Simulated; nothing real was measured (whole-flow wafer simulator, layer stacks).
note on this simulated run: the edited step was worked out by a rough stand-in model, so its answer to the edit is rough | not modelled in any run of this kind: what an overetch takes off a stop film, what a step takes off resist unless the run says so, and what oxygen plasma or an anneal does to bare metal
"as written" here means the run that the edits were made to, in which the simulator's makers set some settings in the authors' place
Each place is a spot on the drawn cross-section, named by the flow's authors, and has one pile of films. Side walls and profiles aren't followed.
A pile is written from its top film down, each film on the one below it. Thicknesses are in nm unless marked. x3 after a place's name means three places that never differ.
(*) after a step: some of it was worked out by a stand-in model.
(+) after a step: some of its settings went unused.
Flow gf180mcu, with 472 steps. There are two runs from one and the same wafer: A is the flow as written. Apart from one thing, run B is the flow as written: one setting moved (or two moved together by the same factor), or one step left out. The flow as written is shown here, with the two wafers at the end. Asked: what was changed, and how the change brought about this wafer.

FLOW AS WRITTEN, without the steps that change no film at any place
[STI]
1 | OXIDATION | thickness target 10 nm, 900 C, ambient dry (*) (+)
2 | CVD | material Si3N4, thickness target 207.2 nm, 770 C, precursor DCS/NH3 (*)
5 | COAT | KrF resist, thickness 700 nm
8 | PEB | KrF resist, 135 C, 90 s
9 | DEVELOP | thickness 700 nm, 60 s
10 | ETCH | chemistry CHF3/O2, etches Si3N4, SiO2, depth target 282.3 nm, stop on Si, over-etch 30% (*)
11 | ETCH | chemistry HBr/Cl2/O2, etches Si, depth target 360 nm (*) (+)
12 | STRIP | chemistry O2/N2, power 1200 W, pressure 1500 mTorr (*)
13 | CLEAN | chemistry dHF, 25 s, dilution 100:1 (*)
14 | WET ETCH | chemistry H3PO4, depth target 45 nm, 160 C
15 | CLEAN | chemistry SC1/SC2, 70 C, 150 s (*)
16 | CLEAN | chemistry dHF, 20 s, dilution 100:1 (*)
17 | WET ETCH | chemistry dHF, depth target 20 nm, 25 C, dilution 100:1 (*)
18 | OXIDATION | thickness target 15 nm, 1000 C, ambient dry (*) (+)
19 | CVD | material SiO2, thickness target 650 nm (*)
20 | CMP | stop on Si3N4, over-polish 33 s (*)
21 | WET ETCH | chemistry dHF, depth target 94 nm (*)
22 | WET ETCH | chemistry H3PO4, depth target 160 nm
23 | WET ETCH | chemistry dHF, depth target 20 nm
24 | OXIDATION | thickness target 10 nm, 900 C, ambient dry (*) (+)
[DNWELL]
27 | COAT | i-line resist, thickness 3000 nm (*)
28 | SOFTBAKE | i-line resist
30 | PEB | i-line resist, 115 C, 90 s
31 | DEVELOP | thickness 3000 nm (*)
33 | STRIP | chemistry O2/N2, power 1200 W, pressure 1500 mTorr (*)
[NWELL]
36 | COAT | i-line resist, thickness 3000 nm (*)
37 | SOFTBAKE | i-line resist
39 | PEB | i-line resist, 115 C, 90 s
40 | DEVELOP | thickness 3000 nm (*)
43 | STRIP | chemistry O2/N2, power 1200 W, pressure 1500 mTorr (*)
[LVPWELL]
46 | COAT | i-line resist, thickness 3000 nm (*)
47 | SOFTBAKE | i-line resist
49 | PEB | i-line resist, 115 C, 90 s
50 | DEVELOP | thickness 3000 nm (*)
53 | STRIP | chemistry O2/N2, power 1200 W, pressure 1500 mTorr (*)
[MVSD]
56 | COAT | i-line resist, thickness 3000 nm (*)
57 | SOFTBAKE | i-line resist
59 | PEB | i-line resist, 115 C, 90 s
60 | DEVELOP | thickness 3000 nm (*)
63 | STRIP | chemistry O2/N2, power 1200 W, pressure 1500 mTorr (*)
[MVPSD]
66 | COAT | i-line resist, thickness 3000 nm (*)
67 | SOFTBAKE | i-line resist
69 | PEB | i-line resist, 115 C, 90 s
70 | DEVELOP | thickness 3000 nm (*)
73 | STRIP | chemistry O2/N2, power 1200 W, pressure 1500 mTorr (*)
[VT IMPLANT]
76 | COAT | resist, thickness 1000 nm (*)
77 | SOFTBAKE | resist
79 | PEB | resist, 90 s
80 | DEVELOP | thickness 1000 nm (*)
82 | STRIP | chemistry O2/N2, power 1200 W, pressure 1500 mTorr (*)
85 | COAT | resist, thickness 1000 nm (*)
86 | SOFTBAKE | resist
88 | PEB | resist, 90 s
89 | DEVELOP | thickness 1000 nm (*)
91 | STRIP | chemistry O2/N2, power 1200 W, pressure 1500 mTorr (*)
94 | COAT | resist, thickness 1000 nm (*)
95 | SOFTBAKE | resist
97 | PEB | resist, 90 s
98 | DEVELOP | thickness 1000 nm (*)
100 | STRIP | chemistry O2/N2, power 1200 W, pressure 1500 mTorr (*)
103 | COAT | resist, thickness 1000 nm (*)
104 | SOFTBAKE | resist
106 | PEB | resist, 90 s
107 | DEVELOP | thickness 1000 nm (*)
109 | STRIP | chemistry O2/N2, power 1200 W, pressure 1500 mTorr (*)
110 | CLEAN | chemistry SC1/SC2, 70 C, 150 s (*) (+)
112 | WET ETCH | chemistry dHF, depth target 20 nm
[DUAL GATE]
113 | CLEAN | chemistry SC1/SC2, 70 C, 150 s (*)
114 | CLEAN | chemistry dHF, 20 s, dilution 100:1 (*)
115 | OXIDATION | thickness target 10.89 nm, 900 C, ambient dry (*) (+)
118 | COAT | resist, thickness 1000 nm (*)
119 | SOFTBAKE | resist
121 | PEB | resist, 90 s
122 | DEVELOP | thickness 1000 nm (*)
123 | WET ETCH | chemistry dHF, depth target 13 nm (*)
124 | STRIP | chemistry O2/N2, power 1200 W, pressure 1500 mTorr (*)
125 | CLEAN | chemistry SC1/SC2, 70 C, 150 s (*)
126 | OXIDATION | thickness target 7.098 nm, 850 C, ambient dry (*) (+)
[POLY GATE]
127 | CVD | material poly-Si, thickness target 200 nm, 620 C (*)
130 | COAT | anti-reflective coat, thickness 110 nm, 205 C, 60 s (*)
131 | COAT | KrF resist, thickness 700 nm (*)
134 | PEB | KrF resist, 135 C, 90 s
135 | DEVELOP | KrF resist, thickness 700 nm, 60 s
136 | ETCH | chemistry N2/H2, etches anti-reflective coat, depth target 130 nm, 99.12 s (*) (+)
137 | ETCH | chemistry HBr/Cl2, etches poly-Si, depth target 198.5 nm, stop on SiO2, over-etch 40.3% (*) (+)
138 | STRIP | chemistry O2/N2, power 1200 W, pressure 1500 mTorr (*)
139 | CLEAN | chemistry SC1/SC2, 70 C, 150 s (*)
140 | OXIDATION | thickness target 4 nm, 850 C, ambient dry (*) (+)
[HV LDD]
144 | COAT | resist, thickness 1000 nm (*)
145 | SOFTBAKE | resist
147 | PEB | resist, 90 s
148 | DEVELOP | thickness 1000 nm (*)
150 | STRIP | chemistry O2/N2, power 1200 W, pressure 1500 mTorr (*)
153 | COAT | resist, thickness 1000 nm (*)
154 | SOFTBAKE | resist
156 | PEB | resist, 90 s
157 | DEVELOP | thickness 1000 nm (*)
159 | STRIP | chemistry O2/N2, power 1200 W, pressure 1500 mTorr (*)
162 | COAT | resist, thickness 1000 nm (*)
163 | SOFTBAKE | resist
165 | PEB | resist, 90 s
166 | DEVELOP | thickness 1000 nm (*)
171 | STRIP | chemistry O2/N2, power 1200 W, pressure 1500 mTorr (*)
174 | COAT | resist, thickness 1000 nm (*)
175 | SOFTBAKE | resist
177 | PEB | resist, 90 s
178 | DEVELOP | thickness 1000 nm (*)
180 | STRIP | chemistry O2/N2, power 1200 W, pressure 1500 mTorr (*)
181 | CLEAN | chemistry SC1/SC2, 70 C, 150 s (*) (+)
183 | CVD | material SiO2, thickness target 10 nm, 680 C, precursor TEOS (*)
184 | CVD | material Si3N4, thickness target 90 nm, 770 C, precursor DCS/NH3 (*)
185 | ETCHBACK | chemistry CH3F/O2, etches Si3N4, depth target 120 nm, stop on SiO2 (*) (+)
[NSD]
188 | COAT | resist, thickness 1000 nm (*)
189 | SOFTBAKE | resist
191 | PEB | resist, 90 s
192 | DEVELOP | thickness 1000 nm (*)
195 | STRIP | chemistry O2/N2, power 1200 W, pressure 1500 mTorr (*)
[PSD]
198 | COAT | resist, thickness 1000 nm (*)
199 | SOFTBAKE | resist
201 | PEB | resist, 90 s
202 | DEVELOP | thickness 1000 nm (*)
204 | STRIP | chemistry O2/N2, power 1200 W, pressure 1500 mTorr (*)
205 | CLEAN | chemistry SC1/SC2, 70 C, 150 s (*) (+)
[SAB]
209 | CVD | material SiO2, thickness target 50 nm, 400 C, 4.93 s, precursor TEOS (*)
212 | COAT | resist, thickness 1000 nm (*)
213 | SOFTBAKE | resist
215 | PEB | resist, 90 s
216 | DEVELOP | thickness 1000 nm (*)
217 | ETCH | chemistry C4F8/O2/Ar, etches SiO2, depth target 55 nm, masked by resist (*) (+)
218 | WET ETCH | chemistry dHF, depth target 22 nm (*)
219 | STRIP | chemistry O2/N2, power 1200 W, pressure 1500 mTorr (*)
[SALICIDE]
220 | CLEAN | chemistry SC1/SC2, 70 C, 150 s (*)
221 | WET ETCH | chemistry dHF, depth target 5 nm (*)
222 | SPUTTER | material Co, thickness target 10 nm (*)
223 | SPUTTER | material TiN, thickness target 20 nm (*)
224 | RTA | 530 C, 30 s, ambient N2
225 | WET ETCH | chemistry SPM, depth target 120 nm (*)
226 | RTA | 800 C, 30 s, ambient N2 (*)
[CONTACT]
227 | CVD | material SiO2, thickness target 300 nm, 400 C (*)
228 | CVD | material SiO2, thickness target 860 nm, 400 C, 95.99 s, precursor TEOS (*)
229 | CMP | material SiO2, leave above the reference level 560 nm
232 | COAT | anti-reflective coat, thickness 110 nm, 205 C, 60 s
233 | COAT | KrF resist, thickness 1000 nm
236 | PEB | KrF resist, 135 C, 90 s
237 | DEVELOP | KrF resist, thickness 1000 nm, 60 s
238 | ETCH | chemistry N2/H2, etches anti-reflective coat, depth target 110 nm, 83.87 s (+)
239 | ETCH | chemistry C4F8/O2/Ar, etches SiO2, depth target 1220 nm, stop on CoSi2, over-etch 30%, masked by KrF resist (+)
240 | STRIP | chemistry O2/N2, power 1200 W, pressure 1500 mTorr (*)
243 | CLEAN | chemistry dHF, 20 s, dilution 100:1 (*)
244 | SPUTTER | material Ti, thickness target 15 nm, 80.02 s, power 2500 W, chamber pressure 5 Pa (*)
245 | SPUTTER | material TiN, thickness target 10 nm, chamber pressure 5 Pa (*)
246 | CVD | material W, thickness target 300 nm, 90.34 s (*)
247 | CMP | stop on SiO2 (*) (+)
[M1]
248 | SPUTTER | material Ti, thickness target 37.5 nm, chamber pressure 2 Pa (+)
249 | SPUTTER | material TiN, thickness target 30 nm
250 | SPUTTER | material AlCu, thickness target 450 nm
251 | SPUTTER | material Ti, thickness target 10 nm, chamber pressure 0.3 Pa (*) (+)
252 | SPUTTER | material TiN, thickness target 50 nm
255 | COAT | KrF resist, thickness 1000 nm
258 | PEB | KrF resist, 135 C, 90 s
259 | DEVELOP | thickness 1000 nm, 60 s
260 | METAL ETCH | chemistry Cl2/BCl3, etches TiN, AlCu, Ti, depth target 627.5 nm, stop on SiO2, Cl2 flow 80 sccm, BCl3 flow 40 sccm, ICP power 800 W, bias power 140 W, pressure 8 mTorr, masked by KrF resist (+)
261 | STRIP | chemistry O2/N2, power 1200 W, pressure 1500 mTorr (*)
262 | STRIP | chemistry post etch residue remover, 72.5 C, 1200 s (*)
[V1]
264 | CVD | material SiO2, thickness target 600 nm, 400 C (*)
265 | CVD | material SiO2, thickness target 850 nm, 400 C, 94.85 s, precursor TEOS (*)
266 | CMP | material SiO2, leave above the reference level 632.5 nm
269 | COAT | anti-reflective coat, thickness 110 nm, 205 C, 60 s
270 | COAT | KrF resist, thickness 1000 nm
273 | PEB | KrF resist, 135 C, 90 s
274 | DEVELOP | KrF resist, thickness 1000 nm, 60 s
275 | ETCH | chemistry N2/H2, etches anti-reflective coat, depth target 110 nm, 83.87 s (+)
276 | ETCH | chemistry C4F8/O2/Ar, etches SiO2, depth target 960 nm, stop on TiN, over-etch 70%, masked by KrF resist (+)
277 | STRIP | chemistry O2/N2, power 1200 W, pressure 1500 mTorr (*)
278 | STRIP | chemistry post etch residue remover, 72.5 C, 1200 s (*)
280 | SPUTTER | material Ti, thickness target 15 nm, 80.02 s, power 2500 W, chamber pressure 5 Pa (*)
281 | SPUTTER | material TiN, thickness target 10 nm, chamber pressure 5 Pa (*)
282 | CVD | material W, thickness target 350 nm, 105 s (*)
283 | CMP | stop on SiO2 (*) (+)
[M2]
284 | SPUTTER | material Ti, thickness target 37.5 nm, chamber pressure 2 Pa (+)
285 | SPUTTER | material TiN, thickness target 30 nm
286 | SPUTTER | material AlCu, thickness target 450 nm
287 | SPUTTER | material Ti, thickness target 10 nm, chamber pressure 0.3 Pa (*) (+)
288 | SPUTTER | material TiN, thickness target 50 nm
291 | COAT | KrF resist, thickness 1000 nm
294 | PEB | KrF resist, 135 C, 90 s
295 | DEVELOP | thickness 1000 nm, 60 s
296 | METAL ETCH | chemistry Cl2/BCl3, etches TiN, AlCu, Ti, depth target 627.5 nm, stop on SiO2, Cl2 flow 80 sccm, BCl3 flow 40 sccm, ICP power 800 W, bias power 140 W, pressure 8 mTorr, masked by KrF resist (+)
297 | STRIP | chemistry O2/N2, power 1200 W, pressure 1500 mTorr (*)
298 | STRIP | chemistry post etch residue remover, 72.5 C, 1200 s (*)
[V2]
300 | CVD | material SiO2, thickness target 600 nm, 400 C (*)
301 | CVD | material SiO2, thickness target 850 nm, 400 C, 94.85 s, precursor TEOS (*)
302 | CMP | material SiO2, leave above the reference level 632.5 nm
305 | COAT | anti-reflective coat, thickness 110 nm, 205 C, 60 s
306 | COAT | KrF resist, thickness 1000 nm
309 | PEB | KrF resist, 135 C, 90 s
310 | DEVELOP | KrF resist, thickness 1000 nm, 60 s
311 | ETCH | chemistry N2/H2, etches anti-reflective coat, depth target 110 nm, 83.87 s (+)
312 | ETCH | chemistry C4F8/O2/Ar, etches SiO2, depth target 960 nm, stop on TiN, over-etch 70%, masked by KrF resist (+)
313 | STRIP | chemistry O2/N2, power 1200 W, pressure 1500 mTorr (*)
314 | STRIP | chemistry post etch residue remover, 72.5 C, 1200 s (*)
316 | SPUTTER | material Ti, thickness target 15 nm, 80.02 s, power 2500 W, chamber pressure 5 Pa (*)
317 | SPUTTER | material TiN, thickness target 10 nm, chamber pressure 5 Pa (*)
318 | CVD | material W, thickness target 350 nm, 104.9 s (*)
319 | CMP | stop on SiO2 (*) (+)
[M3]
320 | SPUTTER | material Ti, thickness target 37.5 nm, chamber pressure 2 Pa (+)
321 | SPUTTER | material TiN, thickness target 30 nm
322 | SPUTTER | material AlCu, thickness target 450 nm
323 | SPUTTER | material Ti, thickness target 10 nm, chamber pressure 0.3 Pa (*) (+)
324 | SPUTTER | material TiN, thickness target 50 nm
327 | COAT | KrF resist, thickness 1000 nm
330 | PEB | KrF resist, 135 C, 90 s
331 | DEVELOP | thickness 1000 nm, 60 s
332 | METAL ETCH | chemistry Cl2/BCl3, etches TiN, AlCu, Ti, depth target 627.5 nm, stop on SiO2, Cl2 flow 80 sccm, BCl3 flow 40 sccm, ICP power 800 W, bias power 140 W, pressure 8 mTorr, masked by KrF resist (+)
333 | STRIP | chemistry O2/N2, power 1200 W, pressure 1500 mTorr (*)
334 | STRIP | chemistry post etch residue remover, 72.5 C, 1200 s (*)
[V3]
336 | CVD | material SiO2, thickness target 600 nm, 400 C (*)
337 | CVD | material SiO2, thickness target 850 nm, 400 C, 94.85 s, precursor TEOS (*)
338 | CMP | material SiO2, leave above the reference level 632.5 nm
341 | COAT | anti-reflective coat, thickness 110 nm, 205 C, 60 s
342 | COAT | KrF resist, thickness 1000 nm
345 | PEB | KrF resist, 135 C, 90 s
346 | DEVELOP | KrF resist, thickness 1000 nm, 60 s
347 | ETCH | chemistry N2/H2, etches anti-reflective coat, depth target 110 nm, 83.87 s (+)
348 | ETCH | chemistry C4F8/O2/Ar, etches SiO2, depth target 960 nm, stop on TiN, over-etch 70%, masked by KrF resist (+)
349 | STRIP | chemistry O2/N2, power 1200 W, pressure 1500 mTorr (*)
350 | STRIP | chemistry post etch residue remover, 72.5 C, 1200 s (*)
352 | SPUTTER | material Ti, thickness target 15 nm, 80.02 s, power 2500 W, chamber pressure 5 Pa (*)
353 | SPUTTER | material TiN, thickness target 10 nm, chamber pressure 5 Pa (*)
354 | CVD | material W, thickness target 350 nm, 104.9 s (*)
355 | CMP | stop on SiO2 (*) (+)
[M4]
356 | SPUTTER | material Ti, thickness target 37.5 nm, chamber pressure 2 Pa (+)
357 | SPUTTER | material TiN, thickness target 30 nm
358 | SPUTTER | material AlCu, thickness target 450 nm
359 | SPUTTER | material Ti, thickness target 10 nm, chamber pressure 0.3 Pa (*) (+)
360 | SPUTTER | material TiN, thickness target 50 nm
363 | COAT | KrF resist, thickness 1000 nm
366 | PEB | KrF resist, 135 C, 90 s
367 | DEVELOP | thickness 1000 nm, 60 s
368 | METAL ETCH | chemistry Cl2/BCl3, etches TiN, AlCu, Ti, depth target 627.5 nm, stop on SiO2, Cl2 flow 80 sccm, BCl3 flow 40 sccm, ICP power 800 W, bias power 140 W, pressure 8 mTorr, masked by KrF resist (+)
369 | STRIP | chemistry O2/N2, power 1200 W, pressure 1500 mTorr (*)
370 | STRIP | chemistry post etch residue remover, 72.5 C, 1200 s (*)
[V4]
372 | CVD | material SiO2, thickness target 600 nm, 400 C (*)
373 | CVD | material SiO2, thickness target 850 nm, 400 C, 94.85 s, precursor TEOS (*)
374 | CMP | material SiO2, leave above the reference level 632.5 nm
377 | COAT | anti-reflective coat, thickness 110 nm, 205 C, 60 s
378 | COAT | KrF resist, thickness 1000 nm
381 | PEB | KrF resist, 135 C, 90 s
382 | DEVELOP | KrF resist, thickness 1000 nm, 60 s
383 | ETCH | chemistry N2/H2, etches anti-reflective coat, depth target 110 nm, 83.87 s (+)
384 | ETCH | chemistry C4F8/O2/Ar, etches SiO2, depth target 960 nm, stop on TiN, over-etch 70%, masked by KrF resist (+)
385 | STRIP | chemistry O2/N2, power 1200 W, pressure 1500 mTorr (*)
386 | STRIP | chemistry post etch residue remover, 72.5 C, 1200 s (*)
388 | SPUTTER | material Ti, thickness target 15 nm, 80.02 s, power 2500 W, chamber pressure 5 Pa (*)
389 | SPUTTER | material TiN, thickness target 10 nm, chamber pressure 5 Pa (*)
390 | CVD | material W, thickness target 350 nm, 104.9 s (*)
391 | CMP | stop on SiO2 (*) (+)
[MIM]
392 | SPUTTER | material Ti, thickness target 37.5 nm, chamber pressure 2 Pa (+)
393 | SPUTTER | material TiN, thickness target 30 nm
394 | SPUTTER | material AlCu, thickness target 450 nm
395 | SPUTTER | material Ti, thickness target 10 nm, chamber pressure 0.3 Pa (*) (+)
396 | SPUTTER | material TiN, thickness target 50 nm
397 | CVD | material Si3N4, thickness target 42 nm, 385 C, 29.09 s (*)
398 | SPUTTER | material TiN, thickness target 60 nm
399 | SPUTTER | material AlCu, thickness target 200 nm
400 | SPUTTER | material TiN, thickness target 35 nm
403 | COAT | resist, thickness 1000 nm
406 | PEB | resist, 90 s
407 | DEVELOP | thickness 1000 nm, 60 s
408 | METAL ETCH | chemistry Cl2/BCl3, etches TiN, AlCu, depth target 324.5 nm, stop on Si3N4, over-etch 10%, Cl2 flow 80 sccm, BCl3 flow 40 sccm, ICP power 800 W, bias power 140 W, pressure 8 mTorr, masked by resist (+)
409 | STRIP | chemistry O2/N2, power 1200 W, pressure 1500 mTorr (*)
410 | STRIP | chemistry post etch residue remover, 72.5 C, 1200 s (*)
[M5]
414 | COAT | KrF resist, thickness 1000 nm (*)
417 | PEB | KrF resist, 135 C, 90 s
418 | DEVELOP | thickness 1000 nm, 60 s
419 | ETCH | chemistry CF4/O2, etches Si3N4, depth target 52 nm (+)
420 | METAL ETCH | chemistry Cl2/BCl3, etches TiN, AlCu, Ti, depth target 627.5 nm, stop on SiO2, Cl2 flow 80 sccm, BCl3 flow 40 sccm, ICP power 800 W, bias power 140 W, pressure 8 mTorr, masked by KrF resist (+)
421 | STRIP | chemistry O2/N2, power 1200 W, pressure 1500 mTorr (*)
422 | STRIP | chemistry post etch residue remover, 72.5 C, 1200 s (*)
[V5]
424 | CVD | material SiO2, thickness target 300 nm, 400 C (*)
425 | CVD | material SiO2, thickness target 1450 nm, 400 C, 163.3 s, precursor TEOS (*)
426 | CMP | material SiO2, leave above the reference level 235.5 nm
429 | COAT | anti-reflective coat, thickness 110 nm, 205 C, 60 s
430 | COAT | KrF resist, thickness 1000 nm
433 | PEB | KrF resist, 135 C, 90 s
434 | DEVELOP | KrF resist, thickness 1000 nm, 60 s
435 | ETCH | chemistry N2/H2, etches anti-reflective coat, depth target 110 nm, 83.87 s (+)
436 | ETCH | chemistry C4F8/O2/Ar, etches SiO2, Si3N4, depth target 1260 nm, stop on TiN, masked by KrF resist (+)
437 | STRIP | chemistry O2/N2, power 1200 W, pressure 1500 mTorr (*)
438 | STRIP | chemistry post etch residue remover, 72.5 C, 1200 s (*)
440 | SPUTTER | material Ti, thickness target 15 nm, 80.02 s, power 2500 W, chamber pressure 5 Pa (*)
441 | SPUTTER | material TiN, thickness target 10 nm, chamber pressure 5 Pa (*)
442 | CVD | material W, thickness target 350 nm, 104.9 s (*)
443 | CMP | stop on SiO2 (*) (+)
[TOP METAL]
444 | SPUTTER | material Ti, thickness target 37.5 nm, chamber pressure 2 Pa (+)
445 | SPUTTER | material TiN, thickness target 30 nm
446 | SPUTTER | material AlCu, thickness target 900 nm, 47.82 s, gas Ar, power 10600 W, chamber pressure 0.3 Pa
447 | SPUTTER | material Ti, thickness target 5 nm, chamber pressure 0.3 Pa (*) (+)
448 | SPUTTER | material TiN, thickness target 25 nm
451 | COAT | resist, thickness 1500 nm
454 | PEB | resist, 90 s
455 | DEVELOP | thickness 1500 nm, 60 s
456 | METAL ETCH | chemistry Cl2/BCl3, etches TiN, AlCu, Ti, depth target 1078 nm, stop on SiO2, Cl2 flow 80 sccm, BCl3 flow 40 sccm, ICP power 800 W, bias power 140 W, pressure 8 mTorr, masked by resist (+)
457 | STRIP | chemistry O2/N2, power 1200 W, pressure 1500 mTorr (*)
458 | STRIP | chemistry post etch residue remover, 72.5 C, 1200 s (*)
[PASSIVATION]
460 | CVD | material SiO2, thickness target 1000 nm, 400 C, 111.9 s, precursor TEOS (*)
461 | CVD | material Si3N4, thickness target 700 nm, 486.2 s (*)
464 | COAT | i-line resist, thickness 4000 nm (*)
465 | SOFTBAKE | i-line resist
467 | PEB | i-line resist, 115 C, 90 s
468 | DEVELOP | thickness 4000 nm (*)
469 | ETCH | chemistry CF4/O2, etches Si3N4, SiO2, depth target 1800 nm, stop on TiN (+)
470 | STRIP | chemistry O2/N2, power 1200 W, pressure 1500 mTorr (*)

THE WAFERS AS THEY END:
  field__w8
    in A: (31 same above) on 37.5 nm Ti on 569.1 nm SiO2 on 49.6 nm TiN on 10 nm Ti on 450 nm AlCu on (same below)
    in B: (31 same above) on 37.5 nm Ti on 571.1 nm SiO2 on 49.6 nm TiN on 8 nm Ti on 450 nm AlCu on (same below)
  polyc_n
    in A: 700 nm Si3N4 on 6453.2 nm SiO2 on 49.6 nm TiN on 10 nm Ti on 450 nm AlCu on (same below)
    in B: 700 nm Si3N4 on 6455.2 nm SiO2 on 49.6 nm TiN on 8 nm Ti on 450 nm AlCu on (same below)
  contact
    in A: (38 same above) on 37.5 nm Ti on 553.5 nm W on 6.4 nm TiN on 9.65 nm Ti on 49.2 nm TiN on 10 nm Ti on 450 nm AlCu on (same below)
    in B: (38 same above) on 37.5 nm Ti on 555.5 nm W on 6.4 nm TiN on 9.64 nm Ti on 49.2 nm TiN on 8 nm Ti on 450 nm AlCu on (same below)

The reason: step 251, SPUTTER: thickness target 8 nm was run, whereas the flow has thickness target 10 nm.
The wafer lets one read it off: field__w8 has Ti 8, and step 251 as written asks for 10 nm.

How this came from the change, step by step:
  251 | SPUTTER | material Ti, thickness target 10 nm, chamber pressure 0.3 Pa (*) (+)
      field, field__w1, field__w2 and 108 more: A +10 Ti (new film) | B +8 Ti (new film)
  260 | METAL ETCH | chemistry Cl2/BCl3, etches TiN, AlCu, Ti, depth target 627.5 nm, stop on SiO2, Cl2 flow 80 sccm, BCl3 flow 40 sccm, ICP power 800 W, bias power 140 W, pressure 8 mTorr, masked by KrF resist (+)
      field, field__w1, field__w2 and 99 more: A -50 TiN (all of it), -10 Ti (all of it), -450 AlCu (all of it), -30 TiN (all of it), -37.5 Ti (all of it) | B -50 TiN (all of it), -8 Ti (all of it), -450 AlCu (all of it), -30 TiN (all of it), -37.5 Ti (all of it)
